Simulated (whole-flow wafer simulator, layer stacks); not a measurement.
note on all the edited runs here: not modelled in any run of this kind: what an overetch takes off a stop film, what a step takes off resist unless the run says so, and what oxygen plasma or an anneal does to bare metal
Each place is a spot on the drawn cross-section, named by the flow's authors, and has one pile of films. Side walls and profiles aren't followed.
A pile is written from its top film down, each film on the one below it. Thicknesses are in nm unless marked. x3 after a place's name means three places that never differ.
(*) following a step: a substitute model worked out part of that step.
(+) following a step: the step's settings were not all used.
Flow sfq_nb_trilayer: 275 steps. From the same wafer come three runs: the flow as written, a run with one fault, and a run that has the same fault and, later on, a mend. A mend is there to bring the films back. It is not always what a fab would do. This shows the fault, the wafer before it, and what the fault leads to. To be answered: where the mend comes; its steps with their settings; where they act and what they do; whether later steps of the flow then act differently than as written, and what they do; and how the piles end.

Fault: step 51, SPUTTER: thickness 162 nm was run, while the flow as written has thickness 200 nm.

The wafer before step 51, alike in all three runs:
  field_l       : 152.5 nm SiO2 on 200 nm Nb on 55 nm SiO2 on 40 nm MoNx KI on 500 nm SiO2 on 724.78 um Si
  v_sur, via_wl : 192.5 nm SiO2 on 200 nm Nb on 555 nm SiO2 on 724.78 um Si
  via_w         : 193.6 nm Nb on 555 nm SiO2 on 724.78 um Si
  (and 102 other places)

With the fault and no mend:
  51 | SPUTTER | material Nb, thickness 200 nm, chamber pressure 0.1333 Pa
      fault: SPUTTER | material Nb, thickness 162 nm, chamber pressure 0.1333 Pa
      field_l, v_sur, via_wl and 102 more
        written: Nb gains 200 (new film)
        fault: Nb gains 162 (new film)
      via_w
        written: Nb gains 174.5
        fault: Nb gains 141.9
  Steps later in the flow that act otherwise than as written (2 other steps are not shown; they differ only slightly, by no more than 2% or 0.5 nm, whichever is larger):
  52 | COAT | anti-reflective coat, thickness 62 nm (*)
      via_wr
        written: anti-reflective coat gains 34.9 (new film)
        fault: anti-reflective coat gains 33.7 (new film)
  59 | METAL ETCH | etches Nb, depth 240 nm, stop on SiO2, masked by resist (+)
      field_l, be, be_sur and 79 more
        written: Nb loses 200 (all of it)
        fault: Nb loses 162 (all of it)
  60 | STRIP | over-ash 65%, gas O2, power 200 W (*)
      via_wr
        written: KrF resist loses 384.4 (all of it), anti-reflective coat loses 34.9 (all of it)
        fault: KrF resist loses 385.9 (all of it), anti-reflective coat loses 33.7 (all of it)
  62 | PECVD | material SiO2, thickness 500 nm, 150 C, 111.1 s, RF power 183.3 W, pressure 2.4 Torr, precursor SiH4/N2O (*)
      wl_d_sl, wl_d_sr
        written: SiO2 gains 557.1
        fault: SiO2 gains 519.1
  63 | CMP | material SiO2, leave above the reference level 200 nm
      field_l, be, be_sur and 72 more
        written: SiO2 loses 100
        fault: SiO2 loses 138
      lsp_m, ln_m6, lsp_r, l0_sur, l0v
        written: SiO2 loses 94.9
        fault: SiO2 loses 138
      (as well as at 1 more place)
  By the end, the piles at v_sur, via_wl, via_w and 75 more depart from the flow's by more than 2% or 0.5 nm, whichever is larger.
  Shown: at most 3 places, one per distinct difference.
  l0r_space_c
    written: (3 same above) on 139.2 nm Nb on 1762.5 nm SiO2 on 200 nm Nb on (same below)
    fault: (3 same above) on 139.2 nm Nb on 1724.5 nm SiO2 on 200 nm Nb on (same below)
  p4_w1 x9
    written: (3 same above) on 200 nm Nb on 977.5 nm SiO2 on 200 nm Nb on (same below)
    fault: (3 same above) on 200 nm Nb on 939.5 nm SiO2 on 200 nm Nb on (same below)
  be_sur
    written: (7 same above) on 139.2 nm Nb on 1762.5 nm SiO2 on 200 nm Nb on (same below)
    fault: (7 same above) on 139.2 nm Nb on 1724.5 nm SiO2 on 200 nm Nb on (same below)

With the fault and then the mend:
  After step 57 comes the mend.
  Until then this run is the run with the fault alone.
  57a | STRIP | over-ash 65%, gas O2, power 200 W (*)
      p4_fl x3, p4_w1 x9, p4_g1 x2 and 47 more
        anti-reflective coat loses 62 (all of it)
      wl_j_sl, wl_jj, wl_j_sr and 13 more
        KrF resist loses 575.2 (all of it), anti-reflective coat loses 62 (all of it)
      r_sur, res, r_end and 8 more
        anti-reflective coat loses 61.8 (all of it)
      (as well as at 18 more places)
  57b | SPUTTER | material Nb, thickness 38 nm, chamber pressure 0.1333 Pa (a further turn of the flow's step 51, with different settings)
      field_l, v_sur, via_wl and 102 more
        Nb gains 38
      via_w
        Nb gains 29.5
  57c | COAT | anti-reflective coat, thickness 62 nm (*) (a further turn of the flow's step 52)
      p4_fl x3, p4_w1 x9, p4_g1 x2 and 63 more
        anti-reflective coat gains 62 (new film)
      r_sur, res, r_end and 9 more
        anti-reflective coat gains 61.8 (new film)
      jj_sur, ce_l, c5j, ce_r, sp_r, be_r
        anti-reflective coat gains 61.7 (new film)
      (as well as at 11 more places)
  57d | COAT | KrF resist, thickness 600 nm (*) (a further turn of the flow's step 53)
      p4_fl x3, p4_w1 x9, p4_g1 x2 and 63 more
        KrF resist gains 600 (new film)
      res, r_end, moat, field_r, l0_sur
        KrF resist gains 599.4 (new film)
      lsp_l, ln_m5, lsp_m, ln_m6, lsp_r
        KrF resist gains 599.5 (new film)
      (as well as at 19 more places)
  57e | SOFTBAKE | KrF resist (a further turn of the flow's step 54)
      leaves every film unchanged at each place that is followed
  57f | EXPOSE | photomask M1, dose 12.11 mJ/cm2, NA 0.6, wavelength 248 nm (*) (a further turn of the flow's step 55)
      leaves every film unchanged at each place that is followed
  57g | PEB | KrF resist, 90 s (a further turn of the flow's step 56)
      wire, be, be_sur and 96 more
        KrF resist loses 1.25
      field_l, via_v
        KrF resist loses 1.24
      via_wl, via_wr
        KrF resist loses 1.26
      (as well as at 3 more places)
  57h | DEVELOP | KrF resist, thickness 600 nm, 60 s (a further turn of the flow's step 57)
      p4_fl x3, p4_w1 x9, p4_g1 x2 and 47 more
        KrF resist loses 598.7 (all of it)
      v_sur, via_wl, via_w and 21 more
        KrF resist loses 23.5
      moat, field_r, lsp_l, lsp_m, ln_m6, lsp_r, l0_sur
        KrF resist loses 598.2 (all of it)
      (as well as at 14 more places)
  None of the later steps of the flow differs from how it acts as written, at any place that is followed, by more than 2% or 0.5 nm, whichever is larger.
  When the end is reached, the piles differ only a little from the flow's at the places that both follow, at most by 2% or 0.5 nm, whichever is larger.
